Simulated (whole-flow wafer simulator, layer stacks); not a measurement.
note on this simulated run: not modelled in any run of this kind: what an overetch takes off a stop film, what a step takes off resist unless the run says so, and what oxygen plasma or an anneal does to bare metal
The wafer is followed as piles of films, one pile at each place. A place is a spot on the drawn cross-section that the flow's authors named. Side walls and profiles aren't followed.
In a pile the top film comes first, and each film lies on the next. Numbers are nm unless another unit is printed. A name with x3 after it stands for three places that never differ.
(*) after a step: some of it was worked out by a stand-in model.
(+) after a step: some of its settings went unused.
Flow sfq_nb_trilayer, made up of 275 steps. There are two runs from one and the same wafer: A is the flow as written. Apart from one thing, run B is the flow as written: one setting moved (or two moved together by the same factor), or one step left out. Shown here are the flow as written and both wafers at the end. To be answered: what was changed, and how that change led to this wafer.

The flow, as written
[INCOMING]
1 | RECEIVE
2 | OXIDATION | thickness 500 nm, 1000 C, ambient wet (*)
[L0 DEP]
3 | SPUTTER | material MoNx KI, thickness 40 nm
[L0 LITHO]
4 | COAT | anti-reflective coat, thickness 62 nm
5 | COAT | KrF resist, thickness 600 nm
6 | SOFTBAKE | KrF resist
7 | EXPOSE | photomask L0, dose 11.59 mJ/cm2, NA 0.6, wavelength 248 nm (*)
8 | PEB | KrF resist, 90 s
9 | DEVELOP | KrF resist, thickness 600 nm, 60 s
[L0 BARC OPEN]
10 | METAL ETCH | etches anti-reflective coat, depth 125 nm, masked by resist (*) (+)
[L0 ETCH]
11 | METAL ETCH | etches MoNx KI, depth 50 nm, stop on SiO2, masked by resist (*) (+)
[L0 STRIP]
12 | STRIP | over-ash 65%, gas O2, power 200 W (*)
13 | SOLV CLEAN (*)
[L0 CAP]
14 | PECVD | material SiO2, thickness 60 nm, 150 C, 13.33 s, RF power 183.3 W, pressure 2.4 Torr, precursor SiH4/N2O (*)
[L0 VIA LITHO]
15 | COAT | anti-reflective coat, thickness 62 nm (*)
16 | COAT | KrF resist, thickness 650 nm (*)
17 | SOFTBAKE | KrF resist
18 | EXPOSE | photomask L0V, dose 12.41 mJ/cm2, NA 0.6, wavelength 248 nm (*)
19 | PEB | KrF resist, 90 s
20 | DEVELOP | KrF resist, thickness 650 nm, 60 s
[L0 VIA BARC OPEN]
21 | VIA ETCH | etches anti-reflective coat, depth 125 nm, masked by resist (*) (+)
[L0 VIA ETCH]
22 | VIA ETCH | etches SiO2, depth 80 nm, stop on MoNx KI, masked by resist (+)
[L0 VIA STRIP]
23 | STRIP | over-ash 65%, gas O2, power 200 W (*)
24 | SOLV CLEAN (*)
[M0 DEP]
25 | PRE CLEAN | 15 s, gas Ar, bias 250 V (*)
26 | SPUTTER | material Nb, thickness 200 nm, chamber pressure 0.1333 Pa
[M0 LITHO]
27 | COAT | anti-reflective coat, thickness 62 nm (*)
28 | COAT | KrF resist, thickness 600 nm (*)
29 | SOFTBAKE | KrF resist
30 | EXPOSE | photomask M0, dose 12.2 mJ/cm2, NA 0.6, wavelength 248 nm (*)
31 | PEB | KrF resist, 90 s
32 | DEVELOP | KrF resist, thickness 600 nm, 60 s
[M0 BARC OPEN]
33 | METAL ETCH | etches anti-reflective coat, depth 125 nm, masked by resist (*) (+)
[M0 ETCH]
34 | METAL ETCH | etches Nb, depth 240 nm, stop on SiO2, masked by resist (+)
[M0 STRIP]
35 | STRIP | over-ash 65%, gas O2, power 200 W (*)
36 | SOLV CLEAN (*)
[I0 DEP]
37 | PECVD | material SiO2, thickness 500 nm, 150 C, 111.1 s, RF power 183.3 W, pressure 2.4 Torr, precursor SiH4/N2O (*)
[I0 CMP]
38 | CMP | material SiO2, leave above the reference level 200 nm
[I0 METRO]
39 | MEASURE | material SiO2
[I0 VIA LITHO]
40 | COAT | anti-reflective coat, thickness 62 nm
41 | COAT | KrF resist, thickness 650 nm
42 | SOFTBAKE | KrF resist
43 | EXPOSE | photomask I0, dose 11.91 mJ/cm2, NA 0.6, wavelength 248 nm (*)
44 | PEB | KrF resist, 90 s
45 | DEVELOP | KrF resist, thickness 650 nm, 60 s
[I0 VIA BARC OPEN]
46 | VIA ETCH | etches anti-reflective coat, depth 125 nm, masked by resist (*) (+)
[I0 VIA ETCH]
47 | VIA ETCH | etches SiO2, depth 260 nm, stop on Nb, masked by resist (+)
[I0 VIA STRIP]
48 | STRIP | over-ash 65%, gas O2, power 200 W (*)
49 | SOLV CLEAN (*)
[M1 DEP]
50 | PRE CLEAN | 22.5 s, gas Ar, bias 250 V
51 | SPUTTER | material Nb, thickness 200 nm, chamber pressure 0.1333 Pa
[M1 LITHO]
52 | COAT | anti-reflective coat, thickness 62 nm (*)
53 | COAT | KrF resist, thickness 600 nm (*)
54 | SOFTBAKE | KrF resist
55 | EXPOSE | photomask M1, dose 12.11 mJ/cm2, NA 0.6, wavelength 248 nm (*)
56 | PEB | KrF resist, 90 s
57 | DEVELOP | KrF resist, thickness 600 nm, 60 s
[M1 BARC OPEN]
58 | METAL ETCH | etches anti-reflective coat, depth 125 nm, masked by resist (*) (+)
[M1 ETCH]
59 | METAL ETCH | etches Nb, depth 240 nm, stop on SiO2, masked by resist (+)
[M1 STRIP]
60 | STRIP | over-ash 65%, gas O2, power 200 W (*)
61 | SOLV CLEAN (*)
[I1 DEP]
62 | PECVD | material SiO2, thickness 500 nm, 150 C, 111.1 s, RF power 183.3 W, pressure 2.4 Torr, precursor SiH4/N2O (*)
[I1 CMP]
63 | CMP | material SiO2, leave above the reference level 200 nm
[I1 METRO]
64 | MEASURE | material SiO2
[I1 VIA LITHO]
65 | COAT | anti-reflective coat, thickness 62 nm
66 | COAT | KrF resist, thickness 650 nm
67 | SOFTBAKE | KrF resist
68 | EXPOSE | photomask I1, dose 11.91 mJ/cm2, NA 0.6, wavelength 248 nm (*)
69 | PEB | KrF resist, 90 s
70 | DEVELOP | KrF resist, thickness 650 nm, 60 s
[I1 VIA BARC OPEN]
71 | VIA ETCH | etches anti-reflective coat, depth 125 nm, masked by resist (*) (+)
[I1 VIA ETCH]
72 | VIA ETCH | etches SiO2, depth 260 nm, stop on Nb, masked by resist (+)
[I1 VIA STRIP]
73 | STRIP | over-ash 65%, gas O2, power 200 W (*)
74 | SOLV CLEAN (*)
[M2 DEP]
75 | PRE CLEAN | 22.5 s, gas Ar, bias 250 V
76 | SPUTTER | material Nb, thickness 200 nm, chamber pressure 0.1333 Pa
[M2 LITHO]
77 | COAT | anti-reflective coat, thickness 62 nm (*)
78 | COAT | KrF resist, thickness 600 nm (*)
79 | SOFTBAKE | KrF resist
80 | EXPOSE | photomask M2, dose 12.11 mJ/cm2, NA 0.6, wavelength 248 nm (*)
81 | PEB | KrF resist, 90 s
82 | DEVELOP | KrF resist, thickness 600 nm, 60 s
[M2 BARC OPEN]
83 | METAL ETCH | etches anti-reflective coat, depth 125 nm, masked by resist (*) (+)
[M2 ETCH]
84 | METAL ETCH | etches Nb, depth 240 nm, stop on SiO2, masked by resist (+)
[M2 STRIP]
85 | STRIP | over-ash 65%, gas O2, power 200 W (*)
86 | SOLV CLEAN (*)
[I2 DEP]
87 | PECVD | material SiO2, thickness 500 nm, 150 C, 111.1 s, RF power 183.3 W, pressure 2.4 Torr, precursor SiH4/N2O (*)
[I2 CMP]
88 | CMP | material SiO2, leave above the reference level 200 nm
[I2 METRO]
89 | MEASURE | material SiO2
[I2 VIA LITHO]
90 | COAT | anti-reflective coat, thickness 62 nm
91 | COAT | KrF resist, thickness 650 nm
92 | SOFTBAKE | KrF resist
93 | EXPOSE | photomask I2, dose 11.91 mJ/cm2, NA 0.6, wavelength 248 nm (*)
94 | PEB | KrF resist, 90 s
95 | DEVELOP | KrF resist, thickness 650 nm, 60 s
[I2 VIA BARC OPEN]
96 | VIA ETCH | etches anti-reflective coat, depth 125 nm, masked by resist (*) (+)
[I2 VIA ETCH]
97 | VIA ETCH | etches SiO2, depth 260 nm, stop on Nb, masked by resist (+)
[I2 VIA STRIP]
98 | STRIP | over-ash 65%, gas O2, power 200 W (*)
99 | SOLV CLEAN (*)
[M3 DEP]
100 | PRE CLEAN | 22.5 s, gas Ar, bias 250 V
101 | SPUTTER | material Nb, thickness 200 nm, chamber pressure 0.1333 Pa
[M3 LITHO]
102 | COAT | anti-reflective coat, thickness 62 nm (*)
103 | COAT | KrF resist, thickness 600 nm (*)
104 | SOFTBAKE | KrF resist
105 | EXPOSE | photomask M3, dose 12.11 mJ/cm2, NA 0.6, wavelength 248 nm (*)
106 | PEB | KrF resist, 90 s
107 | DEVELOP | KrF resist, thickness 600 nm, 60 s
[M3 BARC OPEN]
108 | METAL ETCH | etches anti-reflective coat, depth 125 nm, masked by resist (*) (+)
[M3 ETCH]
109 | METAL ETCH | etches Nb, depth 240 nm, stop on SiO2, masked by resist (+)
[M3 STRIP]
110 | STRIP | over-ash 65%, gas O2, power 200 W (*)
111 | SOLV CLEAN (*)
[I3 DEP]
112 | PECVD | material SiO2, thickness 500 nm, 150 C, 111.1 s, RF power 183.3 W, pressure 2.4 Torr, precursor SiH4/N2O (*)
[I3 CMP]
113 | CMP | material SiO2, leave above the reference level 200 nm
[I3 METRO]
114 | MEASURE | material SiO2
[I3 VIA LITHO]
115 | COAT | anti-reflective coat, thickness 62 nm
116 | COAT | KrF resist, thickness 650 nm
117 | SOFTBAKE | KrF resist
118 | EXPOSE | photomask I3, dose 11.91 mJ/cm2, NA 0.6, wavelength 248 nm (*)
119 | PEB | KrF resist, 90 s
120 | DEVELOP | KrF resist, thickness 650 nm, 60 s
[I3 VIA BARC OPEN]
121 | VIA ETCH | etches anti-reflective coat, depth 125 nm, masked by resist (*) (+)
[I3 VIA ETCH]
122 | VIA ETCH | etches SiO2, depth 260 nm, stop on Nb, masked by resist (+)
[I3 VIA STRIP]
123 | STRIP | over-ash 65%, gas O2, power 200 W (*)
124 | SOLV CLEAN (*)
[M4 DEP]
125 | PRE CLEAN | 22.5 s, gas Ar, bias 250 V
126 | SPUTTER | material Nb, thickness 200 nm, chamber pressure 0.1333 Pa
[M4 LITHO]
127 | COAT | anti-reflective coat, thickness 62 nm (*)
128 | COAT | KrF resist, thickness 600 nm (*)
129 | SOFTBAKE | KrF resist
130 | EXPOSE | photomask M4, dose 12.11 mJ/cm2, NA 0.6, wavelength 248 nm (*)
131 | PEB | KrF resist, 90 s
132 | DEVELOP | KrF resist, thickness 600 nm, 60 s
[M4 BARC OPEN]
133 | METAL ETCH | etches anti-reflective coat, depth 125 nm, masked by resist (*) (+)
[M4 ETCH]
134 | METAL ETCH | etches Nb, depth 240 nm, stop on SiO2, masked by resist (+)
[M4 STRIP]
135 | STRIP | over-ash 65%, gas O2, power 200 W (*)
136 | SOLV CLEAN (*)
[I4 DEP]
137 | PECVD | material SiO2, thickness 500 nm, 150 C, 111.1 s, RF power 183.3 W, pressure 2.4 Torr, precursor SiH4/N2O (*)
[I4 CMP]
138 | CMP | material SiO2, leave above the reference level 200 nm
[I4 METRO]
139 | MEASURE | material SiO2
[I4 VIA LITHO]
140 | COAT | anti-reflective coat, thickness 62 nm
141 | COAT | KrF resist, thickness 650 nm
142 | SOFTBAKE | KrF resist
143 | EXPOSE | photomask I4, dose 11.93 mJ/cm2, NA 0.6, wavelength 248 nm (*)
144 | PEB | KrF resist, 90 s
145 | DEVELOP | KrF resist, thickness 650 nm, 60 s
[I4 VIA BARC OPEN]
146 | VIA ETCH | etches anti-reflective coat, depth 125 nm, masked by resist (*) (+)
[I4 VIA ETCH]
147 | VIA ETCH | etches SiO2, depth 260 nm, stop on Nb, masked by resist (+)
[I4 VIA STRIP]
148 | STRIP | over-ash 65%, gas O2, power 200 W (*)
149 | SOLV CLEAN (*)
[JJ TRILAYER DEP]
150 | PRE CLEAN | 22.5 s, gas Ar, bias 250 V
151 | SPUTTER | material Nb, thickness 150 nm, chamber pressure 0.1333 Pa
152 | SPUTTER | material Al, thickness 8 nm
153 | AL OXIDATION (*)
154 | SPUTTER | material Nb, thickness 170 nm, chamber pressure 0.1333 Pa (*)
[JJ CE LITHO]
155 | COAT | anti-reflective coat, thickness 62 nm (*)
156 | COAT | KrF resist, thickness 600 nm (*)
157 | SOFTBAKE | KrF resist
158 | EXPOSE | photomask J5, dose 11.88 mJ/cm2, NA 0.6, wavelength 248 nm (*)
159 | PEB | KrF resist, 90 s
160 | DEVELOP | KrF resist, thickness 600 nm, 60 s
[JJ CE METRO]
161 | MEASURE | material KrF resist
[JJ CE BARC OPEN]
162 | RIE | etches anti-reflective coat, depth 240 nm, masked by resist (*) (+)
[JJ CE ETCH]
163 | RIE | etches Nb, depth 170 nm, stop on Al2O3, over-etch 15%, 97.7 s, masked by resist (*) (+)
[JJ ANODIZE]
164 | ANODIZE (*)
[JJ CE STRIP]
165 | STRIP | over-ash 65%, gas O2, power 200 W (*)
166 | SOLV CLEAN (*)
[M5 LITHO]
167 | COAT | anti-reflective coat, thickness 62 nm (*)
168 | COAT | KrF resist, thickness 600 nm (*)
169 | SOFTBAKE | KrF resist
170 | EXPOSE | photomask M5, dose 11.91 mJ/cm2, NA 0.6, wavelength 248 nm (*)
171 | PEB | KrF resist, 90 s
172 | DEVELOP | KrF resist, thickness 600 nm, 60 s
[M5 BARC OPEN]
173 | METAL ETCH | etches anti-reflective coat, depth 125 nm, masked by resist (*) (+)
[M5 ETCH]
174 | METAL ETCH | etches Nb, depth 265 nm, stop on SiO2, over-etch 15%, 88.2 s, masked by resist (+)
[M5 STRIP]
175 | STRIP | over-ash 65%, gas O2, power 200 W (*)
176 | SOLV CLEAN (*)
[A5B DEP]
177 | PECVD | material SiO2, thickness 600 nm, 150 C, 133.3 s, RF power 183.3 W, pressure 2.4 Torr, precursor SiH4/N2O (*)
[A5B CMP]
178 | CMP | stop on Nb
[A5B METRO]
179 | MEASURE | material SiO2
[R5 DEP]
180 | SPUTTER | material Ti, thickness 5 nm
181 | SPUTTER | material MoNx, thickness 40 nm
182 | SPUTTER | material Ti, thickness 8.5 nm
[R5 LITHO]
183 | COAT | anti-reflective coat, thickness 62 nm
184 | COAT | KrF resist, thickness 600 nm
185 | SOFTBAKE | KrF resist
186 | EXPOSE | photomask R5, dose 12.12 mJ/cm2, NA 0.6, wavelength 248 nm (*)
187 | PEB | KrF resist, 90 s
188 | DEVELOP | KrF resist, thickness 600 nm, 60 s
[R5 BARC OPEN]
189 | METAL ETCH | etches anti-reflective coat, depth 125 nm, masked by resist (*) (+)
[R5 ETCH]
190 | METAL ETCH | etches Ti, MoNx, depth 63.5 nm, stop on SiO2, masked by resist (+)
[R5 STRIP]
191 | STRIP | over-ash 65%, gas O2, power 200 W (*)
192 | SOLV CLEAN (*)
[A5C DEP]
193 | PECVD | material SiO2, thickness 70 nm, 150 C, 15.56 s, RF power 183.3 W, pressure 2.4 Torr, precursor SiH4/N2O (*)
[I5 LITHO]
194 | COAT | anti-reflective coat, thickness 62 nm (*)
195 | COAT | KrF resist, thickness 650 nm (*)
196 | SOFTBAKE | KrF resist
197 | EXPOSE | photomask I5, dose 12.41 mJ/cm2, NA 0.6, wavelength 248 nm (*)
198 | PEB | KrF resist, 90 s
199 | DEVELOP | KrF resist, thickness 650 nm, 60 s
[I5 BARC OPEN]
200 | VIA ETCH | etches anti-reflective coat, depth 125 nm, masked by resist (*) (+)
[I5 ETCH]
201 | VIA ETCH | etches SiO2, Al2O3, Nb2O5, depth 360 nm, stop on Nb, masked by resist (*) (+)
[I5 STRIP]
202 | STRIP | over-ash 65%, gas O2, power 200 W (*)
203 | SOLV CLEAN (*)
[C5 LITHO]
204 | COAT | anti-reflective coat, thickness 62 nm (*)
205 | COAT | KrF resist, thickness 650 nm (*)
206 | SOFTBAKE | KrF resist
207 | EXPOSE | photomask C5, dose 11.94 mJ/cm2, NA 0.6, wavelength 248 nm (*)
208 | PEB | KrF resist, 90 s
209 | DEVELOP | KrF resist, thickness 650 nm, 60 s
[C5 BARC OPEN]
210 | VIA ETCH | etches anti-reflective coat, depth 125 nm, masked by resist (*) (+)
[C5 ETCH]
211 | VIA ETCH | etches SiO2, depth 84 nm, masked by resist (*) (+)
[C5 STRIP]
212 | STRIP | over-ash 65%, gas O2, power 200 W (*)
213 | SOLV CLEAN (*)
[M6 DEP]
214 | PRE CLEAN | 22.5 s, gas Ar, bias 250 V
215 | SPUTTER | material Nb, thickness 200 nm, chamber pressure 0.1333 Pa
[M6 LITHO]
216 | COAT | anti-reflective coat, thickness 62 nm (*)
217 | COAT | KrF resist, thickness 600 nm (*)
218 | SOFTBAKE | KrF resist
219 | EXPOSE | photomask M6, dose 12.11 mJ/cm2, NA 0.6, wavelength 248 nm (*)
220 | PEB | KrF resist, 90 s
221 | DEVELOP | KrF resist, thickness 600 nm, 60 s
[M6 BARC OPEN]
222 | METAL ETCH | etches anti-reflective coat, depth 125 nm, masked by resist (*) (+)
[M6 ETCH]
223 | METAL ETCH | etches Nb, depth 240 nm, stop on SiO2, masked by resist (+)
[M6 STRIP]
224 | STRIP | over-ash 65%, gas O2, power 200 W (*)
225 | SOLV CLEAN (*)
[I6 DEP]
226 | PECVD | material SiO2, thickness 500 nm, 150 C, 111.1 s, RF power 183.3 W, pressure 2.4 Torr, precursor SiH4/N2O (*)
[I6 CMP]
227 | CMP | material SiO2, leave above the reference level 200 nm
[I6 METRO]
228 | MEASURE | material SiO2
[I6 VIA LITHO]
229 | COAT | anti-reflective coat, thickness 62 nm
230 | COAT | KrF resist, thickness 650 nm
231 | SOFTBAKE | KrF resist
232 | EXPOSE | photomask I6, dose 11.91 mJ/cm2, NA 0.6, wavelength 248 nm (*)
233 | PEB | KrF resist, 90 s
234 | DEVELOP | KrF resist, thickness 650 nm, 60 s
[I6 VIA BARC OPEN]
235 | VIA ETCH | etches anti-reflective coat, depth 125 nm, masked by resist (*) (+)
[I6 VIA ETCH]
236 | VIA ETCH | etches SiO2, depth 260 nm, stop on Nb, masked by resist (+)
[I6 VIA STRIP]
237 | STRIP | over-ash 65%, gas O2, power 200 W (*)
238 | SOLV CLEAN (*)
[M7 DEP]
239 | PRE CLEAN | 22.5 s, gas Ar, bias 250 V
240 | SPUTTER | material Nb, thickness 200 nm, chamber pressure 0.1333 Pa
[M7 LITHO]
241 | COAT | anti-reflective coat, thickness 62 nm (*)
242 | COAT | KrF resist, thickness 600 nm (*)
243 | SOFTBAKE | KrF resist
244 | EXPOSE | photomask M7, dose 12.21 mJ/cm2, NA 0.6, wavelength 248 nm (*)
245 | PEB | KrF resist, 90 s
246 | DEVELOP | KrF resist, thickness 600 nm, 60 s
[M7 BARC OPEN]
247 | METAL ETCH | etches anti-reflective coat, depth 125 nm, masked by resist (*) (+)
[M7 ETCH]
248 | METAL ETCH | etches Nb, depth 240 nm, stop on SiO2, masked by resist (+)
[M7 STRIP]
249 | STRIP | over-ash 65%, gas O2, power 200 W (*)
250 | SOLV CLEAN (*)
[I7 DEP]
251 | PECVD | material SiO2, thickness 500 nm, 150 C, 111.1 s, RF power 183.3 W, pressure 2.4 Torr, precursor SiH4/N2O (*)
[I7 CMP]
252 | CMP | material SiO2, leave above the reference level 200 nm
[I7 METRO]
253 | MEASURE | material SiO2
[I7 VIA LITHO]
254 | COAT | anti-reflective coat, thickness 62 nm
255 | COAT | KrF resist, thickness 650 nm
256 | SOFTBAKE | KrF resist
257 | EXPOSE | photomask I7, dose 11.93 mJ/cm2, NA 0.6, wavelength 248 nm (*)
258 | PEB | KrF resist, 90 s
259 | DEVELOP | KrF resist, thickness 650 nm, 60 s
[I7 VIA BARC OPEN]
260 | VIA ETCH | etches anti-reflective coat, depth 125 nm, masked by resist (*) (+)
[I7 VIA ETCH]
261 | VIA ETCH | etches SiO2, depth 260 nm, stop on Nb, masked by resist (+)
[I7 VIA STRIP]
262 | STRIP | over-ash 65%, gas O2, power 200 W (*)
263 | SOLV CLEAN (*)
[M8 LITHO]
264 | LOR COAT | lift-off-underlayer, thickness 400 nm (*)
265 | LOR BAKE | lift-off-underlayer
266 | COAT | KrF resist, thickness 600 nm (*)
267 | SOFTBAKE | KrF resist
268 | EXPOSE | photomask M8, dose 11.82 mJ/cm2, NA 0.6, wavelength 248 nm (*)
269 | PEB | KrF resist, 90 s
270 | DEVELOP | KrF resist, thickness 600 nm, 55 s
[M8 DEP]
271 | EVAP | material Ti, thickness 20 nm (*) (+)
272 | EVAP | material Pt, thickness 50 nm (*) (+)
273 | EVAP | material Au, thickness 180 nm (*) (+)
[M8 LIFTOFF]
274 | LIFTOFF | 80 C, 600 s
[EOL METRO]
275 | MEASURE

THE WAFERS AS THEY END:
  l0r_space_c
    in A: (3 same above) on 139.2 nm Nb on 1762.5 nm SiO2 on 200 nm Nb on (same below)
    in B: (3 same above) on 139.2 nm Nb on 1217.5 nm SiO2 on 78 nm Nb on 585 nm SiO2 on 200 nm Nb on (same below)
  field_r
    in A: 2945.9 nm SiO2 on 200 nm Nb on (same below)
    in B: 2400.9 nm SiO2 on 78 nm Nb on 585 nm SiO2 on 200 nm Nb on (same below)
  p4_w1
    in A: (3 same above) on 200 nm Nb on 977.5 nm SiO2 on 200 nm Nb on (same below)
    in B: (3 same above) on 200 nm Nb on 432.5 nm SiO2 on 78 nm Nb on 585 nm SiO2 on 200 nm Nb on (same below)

What caused this: step 76, SPUTTER: thickness 318 nm was run, whereas the flow has thickness 200 nm.

Step by step, how the change led to this:
  76 | SPUTTER | material Nb, thickness 200 nm, chamber pressure 0.1333 Pa
      field_l, v_sur, via_wl and 102 more: A Nb gains 200 (new film) | B Nb gains 318 (new film)
      via_v: A Nb gains 174.5 | B Nb gains 279.5
  84 | METAL ETCH | etches Nb, depth 240 nm, stop on SiO2, masked by resist (+)
      field_l, be, be_sur and 81 more: A Nb loses 200 (all of it) | B Nb loses 240
  87 | PECVD | material SiO2, thickness 500 nm, 150 C, 111.1 s, RF power 183.3 W, pressure 2.4 Torr, precursor SiH4/N2O (*)
      field_l, be, be_sur and 81 more: A SiO2 gains 500 | B SiO2 gains 500 (new film)
  88 | CMP | material SiO2, leave above the reference level 200 nm
      field_l, be, be_sur and 81 more: A SiO2 loses 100 | B SiO2 loses 60
      via_v: A SiO2 loses 181.6 | B SiO2 loses 157.1
With metal films that touch counted as one body, l0r_space_c has 3 bodies (between them, from the top down: SiO2 1217.5; SiO2 585); the flow as written gives 2 bodies (between them, from the top down: SiO2 1762.5).
With metal films that touch counted as one body, field_r has 2 bodies (between them, from the top down: SiO2 585); the flow as written gives 1 body.
With metal films that touch counted as one body, p4_w1 has 4 bodies (between them, from the top down: SiO2 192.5; SiO2 432.5; SiO2 585); the flow as written gives 3 bodies (between them, from the top down: SiO2 192.5; SiO2 977.5).
